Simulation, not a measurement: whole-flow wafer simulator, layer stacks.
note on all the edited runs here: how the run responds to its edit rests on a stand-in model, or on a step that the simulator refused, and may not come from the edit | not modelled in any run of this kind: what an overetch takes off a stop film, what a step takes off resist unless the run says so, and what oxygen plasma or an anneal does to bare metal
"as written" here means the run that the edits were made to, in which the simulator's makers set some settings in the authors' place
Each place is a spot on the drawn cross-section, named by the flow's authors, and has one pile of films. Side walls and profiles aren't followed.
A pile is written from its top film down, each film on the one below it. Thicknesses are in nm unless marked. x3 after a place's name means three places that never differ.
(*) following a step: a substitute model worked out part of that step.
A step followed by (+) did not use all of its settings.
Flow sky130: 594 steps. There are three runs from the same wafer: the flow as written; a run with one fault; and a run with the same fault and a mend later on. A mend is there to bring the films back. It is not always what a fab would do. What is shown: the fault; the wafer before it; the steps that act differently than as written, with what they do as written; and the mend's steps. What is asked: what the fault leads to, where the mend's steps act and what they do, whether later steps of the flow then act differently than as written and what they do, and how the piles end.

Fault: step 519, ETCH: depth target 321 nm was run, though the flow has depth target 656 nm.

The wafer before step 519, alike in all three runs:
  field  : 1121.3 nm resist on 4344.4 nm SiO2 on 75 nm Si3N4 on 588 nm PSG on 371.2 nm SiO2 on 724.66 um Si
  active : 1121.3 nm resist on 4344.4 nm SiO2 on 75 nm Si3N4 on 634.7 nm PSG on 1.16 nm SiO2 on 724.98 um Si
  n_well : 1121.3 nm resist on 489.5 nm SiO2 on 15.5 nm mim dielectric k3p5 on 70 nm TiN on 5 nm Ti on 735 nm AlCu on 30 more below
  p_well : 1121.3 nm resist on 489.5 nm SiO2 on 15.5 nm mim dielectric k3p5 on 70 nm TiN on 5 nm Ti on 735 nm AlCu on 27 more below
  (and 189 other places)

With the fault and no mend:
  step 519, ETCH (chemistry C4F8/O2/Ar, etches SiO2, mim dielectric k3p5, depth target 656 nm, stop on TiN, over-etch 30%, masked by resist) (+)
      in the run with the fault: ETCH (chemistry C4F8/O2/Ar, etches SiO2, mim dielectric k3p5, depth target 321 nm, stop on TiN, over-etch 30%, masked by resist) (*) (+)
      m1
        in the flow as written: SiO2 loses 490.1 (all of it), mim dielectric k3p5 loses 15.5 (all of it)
        in the run with the fault: SiO2 loses 321
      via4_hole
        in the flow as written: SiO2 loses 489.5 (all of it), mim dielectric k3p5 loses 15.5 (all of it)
        in the run with the fault: SiO2 loses 321
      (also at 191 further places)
  Steps later in the flow that act otherwise than as written (1 other step is not shown; it differs only slightly, by no more than 2% or 0.5 nm, whichever is larger):
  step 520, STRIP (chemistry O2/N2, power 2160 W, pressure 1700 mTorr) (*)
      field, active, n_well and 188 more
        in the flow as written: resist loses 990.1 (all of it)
        in the run with the fault: resist loses 1057.1 (all of it)
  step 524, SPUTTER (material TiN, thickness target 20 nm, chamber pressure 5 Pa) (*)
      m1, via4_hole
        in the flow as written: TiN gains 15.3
        in the run with the fault: TiN gains 16.6 (new film)
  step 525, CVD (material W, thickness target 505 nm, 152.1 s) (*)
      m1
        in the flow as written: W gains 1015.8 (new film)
        in the run with the fault: W gains 632.6 (new film)
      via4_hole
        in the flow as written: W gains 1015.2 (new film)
        in the run with the fault: W gains 634.3 (new film)
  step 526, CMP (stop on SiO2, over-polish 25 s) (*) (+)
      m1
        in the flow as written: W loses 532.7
        in the run with the fault: W loses 335.9
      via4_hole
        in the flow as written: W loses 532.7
        in the run with the fault: W loses 337.7
  By the end, the piles at m1, via4_hole depart from the flow's by more than 2% or 0.5 nm, whichever is larger.
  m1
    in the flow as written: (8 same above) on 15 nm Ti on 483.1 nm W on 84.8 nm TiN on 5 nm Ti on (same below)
    in the run with the fault: (8 same above) on 15 nm Ti on 296.7 nm W on 16.6 nm TiN on 169.1 nm SiO2 on 15.5 nm mim dielectric k3p5 on 70 nm TiN on 5 nm Ti on (same below)
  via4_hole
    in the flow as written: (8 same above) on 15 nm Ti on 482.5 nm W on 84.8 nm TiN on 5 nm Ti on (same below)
    in the run with the fault: (8 same above) on 15 nm Ti on 296.7 nm W on 16.6 nm TiN on 168.5 nm SiO2 on 15.5 nm mim dielectric k3p5 on 70 nm TiN on 5 nm Ti on (same below)

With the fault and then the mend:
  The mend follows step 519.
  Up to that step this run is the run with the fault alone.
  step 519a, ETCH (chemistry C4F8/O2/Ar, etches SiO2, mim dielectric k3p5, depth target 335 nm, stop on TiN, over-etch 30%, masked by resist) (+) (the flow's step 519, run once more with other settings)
      field, active, n_well and 188 more
        resist loses 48
      m1
        SiO2 loses 169.1 (all of it), mim dielectric k3p5 loses 15.5 (all of it)
      via4_hole
        SiO2 loses 168.5 (all of it), mim dielectric k3p5 loses 15.5 (all of it)
  Every later step of the flow that is run acts as written, at every place that is followed, to within 2% or 0.5 nm, whichever is larger.
  By the end, the piles equal the flow's at every place that both follow.
